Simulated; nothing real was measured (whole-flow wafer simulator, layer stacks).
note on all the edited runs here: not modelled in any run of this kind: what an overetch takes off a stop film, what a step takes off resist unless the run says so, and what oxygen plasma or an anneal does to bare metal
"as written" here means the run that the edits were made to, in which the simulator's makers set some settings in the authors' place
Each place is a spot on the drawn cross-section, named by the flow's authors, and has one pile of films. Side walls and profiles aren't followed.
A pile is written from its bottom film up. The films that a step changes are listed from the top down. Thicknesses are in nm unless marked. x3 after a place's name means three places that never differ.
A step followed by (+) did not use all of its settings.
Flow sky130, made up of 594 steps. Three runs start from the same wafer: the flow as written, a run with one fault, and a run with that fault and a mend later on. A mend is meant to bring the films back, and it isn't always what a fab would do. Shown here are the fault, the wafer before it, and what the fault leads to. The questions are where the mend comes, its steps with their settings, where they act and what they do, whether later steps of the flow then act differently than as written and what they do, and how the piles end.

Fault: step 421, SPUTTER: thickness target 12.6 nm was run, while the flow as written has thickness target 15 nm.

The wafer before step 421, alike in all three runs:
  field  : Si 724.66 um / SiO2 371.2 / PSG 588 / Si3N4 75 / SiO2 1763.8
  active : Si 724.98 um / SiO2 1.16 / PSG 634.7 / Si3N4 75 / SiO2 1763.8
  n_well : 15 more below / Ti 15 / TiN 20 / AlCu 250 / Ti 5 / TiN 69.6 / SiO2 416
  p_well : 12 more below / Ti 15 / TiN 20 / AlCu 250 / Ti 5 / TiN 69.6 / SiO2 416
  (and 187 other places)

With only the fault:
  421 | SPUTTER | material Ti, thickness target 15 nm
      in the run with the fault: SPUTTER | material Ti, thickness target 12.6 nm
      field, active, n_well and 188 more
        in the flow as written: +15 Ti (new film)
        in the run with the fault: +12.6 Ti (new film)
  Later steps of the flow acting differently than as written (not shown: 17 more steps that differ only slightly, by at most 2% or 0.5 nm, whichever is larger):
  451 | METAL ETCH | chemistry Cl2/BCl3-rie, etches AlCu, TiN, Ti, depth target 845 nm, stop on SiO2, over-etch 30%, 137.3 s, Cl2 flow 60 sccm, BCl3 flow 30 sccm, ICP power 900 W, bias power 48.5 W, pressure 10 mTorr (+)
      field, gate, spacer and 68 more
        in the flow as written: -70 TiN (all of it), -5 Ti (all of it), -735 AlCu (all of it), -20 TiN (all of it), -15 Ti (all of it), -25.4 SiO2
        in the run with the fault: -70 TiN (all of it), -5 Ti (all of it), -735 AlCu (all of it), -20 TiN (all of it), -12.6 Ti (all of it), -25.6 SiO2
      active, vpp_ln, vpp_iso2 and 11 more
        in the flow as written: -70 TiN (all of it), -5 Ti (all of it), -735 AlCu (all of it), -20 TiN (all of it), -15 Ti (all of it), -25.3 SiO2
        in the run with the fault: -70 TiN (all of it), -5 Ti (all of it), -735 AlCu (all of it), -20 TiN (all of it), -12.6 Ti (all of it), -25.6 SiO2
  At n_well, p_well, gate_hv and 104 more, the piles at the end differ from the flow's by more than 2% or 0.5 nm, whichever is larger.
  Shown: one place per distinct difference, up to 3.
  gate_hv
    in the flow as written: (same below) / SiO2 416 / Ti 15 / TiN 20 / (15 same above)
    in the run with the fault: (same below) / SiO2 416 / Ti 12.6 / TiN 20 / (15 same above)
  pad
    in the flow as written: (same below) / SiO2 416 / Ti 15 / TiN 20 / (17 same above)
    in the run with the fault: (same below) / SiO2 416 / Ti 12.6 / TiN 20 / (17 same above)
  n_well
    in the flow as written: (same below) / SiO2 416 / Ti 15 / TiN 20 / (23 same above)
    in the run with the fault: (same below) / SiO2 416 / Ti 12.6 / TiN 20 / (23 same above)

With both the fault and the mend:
  The mend follows step 421.
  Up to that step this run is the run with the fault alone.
  421a | SPUTTER | material Ti, thickness target 2.4 nm (the flow's step 421, run once more with other settings)
      field, active, n_well and 188 more
        +2.4 Ti
  Later steps of the flow that are run all act as written at every place that is followed.
  By the end, the piles equal the flow's at every place that both follow.
